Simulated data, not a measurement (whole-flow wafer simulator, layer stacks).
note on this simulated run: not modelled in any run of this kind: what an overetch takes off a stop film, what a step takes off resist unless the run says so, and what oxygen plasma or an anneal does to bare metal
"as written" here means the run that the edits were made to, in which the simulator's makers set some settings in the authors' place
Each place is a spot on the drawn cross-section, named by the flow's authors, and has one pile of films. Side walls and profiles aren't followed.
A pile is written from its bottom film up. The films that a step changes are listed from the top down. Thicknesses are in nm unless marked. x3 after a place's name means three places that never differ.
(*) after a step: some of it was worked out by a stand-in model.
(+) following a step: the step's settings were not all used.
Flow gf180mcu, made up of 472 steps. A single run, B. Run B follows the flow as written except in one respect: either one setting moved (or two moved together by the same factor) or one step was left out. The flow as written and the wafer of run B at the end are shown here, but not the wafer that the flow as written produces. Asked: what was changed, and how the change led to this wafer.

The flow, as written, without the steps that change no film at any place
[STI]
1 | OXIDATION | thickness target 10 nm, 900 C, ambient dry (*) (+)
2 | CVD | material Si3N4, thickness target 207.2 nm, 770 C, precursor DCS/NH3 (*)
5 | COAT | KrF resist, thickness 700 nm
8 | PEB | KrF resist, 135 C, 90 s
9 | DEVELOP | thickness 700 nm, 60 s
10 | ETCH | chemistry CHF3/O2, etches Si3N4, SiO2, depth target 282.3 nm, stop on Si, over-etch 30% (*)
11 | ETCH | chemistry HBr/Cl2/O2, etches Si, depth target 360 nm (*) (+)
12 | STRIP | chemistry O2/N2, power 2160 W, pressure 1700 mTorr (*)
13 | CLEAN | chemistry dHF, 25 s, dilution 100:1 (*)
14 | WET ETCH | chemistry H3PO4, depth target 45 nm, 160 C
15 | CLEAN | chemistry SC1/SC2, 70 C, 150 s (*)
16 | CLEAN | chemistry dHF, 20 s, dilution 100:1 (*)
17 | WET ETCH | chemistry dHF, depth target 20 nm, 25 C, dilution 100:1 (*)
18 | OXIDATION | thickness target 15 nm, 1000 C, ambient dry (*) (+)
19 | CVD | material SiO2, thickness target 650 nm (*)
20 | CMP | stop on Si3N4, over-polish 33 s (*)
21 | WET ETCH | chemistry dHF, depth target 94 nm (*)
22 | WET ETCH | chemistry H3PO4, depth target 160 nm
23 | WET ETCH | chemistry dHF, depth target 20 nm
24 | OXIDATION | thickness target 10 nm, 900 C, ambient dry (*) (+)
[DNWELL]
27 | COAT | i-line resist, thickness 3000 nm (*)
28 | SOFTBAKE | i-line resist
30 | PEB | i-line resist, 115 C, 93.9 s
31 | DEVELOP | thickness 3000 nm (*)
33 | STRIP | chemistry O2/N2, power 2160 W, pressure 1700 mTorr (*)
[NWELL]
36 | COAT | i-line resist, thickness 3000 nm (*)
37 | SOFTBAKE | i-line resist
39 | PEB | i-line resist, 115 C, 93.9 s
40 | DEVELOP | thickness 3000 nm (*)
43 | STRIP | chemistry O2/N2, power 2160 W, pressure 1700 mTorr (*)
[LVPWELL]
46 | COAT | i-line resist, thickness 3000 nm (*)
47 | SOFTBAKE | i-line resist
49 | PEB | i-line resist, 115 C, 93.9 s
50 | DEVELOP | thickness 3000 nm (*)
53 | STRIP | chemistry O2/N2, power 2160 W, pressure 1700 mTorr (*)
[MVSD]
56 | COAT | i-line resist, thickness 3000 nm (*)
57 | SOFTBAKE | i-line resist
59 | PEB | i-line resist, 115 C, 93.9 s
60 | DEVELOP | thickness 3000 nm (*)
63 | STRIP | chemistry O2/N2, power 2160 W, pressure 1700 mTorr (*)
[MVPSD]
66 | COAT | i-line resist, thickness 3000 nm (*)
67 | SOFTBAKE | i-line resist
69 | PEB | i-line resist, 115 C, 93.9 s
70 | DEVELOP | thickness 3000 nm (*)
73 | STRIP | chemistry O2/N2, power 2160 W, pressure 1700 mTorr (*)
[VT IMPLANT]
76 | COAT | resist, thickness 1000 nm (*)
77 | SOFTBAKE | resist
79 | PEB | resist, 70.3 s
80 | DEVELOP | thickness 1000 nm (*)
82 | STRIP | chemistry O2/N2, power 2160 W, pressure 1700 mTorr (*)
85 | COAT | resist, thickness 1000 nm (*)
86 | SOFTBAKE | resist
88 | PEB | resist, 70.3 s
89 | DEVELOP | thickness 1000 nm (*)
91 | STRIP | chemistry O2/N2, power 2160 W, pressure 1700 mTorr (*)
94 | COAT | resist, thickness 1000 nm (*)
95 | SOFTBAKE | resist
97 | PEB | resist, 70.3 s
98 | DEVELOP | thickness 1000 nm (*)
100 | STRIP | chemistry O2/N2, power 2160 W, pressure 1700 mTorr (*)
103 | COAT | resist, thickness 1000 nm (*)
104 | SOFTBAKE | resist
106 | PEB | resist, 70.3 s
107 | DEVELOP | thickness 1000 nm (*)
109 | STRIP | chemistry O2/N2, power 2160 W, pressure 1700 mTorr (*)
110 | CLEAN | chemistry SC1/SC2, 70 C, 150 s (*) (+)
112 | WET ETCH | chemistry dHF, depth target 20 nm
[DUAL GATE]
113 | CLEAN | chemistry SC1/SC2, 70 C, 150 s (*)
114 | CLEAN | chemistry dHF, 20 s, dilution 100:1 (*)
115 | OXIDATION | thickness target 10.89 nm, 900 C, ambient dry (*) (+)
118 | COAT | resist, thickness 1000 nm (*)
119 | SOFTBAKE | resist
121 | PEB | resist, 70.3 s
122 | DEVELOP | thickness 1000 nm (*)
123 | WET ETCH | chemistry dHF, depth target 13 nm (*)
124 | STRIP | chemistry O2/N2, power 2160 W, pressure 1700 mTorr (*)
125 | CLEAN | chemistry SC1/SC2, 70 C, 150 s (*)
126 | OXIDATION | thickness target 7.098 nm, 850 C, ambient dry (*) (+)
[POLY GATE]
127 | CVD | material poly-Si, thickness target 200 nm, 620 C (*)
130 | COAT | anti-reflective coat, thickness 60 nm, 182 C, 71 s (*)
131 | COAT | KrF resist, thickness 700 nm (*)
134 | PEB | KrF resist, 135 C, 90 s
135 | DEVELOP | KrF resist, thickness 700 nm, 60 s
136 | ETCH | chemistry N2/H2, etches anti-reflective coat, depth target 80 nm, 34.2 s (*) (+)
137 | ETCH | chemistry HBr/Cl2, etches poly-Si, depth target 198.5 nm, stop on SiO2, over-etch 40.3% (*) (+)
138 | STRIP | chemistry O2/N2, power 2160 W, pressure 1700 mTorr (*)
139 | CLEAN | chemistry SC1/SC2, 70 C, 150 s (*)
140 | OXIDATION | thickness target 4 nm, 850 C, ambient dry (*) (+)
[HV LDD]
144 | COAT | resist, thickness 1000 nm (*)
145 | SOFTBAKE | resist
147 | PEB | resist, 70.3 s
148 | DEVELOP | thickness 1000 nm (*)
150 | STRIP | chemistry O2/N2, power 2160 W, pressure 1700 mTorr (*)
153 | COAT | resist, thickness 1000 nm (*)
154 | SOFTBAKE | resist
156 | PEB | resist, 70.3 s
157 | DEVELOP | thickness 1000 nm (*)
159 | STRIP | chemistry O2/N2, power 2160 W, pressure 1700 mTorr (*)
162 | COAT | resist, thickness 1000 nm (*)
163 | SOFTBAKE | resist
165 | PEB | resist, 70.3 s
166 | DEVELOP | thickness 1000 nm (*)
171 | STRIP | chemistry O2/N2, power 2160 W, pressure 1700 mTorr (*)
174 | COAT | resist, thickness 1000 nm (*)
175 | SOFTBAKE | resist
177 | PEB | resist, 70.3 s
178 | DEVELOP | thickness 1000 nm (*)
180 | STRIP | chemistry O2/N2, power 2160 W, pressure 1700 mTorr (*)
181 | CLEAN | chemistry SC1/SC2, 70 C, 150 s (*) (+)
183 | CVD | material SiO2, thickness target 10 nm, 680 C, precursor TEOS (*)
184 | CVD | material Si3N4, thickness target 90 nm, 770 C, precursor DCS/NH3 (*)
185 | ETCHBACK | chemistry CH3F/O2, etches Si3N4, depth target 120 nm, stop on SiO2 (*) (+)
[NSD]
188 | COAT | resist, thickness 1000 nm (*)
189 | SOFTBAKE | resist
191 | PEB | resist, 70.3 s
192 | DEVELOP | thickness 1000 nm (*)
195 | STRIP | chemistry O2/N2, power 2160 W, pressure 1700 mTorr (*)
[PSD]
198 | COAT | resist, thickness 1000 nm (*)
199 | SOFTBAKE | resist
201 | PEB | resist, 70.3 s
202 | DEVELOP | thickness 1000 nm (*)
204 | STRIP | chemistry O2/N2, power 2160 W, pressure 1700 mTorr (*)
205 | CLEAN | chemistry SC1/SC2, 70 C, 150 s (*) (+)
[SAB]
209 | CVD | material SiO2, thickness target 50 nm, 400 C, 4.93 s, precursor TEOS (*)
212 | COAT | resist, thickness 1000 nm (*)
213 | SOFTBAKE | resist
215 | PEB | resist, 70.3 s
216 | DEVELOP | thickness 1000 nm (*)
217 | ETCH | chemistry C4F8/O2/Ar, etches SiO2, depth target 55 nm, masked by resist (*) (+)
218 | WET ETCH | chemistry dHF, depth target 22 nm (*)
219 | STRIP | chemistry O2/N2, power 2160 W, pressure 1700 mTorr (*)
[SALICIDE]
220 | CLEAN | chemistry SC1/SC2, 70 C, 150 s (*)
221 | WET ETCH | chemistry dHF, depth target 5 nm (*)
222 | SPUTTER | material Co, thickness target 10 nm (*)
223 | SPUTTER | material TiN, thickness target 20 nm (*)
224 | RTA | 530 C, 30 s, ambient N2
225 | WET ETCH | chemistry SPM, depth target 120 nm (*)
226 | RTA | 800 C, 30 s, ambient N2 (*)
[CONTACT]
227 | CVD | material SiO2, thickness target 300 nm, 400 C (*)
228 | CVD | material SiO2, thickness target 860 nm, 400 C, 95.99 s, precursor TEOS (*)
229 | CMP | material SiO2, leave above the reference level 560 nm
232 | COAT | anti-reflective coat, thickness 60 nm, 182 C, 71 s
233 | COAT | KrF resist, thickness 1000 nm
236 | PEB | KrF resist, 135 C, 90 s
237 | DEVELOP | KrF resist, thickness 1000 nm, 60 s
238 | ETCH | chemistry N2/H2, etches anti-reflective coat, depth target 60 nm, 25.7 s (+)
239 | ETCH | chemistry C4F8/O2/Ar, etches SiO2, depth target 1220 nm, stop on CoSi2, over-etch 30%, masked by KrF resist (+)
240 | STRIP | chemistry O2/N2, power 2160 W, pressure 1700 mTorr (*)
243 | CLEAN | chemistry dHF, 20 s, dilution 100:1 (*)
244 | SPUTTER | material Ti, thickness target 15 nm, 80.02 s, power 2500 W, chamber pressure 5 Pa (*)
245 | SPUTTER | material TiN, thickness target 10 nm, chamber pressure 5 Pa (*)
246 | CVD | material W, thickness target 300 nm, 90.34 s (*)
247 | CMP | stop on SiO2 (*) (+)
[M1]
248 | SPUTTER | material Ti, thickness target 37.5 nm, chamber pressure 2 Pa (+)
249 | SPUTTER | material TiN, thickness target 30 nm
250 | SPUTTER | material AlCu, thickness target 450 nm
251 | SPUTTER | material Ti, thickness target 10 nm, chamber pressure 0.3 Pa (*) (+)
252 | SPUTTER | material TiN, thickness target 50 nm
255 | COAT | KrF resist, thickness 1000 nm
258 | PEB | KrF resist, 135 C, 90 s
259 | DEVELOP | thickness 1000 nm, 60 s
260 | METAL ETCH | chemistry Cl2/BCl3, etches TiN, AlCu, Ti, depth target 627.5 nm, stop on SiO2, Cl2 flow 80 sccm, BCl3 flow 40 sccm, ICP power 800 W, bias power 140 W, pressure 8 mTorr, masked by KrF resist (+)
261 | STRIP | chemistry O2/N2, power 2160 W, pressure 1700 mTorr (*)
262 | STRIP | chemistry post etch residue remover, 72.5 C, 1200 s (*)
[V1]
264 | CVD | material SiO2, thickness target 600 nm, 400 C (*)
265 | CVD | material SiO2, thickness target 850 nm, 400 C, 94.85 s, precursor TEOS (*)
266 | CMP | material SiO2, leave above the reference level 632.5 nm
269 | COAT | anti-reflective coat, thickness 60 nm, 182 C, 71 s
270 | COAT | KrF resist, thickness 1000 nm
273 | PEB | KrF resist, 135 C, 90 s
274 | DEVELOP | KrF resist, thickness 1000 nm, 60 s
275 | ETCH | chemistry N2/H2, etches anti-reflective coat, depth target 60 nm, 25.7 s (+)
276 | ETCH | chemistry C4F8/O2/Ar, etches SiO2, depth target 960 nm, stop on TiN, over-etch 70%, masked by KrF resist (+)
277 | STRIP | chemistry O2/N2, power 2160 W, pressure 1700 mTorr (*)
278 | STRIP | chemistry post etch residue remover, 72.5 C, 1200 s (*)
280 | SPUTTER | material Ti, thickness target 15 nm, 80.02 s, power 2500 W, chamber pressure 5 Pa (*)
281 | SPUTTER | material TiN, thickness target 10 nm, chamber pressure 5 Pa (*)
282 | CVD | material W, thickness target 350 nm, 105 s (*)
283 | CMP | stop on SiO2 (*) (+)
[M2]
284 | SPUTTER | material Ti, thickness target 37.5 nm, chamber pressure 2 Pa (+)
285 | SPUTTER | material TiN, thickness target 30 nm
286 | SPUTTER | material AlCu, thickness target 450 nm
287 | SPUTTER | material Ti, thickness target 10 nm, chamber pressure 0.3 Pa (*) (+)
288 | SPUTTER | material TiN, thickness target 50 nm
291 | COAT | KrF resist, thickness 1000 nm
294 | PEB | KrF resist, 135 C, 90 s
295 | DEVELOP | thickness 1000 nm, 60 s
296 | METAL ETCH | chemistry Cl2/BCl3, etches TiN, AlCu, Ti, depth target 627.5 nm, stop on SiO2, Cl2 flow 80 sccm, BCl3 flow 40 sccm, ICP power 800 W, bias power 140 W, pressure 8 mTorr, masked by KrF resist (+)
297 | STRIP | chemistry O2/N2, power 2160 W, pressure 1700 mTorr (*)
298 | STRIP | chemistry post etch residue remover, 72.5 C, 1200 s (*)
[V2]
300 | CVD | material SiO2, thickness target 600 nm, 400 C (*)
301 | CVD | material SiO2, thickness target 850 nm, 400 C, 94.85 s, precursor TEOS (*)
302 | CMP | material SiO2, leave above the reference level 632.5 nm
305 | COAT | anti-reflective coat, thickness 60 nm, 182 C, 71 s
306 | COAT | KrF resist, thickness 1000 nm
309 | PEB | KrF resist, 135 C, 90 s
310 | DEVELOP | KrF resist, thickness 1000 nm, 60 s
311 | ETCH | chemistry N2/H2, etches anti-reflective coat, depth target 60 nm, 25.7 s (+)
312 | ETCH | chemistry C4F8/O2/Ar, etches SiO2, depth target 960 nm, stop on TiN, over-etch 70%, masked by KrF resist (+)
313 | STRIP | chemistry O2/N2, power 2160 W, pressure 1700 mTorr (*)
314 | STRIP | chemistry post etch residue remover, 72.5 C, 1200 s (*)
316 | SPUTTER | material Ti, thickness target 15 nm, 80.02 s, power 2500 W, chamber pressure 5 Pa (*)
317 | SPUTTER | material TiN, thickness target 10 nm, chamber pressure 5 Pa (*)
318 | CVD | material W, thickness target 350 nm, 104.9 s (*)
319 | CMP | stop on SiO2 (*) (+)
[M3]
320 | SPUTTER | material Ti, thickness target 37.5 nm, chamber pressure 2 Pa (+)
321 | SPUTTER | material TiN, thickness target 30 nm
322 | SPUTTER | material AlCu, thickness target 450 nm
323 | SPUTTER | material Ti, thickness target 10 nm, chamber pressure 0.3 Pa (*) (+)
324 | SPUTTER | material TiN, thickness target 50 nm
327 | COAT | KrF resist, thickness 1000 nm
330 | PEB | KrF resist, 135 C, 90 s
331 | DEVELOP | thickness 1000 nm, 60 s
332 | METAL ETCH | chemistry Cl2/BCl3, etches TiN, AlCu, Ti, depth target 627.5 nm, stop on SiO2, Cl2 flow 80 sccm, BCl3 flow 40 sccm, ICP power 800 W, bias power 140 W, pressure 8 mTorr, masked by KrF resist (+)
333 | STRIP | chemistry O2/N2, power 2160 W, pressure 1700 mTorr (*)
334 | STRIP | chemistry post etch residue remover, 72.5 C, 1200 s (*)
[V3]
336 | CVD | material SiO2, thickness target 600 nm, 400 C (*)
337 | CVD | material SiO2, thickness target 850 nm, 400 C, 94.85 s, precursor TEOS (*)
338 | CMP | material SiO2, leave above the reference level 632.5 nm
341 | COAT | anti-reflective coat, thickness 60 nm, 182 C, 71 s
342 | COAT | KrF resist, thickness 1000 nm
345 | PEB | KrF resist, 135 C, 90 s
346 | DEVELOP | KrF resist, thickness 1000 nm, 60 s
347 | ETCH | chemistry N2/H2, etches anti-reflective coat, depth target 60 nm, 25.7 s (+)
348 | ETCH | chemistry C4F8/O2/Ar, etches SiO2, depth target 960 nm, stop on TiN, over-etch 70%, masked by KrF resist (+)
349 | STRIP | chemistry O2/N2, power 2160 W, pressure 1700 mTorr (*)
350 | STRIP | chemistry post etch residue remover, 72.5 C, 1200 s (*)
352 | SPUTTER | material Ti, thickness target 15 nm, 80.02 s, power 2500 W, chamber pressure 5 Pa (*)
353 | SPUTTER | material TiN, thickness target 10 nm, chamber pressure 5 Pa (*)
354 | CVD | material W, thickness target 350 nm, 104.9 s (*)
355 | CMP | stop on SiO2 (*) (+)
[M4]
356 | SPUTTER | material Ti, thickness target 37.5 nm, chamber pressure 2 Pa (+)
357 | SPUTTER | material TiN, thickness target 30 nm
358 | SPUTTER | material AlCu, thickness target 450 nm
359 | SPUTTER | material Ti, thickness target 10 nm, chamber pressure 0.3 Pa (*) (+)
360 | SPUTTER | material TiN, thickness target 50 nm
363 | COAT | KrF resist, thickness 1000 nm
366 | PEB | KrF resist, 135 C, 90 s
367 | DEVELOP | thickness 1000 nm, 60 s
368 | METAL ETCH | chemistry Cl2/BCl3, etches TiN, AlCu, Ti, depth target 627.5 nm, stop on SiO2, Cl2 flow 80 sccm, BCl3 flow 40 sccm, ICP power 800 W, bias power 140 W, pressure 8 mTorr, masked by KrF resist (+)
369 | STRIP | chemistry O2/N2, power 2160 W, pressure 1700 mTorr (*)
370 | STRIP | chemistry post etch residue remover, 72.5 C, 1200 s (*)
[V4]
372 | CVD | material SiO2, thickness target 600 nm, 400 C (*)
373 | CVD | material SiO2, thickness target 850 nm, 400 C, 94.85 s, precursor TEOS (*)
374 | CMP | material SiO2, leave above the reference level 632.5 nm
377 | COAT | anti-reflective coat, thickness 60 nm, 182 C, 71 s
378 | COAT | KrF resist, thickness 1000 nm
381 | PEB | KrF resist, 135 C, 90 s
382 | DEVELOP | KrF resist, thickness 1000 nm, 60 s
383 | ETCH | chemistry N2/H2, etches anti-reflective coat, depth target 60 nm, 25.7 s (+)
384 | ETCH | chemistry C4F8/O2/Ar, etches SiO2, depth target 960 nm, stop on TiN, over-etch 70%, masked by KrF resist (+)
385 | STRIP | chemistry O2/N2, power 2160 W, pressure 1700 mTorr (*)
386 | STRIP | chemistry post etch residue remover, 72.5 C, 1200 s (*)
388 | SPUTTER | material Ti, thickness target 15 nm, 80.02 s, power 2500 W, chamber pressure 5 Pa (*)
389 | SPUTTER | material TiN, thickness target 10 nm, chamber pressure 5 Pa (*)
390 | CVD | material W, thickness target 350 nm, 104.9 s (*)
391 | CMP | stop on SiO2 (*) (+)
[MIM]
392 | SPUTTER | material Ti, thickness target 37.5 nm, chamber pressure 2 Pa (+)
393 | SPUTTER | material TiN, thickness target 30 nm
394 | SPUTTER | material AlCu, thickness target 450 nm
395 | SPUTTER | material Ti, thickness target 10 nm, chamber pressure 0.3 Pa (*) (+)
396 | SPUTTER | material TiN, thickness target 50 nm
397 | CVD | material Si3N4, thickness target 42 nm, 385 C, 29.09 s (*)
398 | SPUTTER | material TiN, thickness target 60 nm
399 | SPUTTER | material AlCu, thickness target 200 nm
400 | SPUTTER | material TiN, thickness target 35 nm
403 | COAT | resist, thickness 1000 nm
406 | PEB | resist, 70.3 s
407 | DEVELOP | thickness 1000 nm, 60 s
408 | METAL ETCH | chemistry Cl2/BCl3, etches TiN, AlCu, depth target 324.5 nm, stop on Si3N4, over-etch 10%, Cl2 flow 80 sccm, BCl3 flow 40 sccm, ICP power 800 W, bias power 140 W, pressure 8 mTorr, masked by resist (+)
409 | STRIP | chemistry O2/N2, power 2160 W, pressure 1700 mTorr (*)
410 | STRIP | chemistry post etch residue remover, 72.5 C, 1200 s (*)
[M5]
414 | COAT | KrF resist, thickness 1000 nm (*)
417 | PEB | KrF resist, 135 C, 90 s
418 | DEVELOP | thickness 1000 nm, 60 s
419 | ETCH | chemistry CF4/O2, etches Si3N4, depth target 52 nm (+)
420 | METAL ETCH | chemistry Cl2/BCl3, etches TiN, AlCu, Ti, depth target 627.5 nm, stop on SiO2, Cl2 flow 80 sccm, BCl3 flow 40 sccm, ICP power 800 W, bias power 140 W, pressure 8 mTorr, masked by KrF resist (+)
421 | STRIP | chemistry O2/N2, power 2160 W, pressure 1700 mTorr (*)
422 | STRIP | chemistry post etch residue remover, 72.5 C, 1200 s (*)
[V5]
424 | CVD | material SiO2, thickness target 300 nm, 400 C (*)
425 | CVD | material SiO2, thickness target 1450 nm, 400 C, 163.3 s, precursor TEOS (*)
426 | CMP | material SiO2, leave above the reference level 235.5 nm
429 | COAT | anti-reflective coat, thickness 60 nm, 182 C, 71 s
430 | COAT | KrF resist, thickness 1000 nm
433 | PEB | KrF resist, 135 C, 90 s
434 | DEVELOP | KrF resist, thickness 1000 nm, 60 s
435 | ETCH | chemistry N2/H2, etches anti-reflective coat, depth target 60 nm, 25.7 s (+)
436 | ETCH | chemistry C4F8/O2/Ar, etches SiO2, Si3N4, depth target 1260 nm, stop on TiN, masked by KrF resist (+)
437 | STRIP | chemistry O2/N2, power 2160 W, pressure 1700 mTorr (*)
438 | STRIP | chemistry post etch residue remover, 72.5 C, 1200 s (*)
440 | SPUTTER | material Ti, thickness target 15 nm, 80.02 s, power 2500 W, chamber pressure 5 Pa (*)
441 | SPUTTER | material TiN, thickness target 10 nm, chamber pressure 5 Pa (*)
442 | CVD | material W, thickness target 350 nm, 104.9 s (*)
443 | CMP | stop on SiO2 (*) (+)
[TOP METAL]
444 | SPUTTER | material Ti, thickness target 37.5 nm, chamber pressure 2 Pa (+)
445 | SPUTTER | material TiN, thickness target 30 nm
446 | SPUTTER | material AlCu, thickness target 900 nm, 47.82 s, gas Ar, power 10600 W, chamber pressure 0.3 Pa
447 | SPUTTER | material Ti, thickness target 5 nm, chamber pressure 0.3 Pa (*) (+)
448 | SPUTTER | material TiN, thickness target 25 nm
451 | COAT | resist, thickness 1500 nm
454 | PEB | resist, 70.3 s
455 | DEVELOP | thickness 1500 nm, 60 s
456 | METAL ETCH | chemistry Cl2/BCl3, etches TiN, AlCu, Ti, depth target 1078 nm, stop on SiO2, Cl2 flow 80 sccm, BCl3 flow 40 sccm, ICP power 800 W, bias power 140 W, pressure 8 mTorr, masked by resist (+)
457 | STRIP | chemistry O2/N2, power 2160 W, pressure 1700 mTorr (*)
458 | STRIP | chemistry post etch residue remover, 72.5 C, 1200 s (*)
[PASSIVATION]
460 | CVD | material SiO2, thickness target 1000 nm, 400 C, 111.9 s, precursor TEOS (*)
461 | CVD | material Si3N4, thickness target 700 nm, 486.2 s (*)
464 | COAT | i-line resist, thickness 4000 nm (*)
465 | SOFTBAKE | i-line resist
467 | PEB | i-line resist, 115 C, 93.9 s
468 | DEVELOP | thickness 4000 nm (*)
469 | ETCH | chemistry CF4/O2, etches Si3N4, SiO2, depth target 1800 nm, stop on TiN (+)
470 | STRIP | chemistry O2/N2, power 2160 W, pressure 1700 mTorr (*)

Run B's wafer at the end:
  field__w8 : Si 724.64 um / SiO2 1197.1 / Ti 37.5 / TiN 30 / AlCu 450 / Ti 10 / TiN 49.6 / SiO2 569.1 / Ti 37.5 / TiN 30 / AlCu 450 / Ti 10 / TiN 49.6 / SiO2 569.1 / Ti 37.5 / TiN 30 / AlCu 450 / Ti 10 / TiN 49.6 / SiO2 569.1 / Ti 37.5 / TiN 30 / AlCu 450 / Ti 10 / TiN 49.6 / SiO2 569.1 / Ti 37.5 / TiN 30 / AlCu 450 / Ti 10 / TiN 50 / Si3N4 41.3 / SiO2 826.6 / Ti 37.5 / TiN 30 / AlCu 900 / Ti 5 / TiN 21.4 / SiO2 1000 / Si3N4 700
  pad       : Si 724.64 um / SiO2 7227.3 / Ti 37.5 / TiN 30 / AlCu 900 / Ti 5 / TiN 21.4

The reason: step 448, SPUTTER: thickness target 21.8 nm was run, while the flow as written has thickness target 25 nm.

Step by step, how the change led to this:
  448 | SPUTTER | material TiN, thickness target 25 nm
      field, field__w1, field__w2 and 109 more: +21.8 TiN (new film) (as written it would have been: +25 TiN (new film))
  456 | METAL ETCH | chemistry Cl2/BCl3, etches TiN, AlCu, Ti, depth target 1078 nm, stop on SiO2, Cl2 flow 80 sccm, BCl3 flow 40 sccm, ICP power 800 W, bias power 140 W, pressure 8 mTorr, masked by resist (+)
      field, field__w1, field__w2 and 103 more: -21.8 TiN (all of it), -5 Ti (all of it), -900 AlCu (all of it), -30 TiN (all of it), -37.5 Ti (all of it) (as written it would have been: -25 TiN (all of it), -5 Ti (all of it), -900 AlCu (all of it), -30 TiN (all of it), -37.5 Ti (all of it))
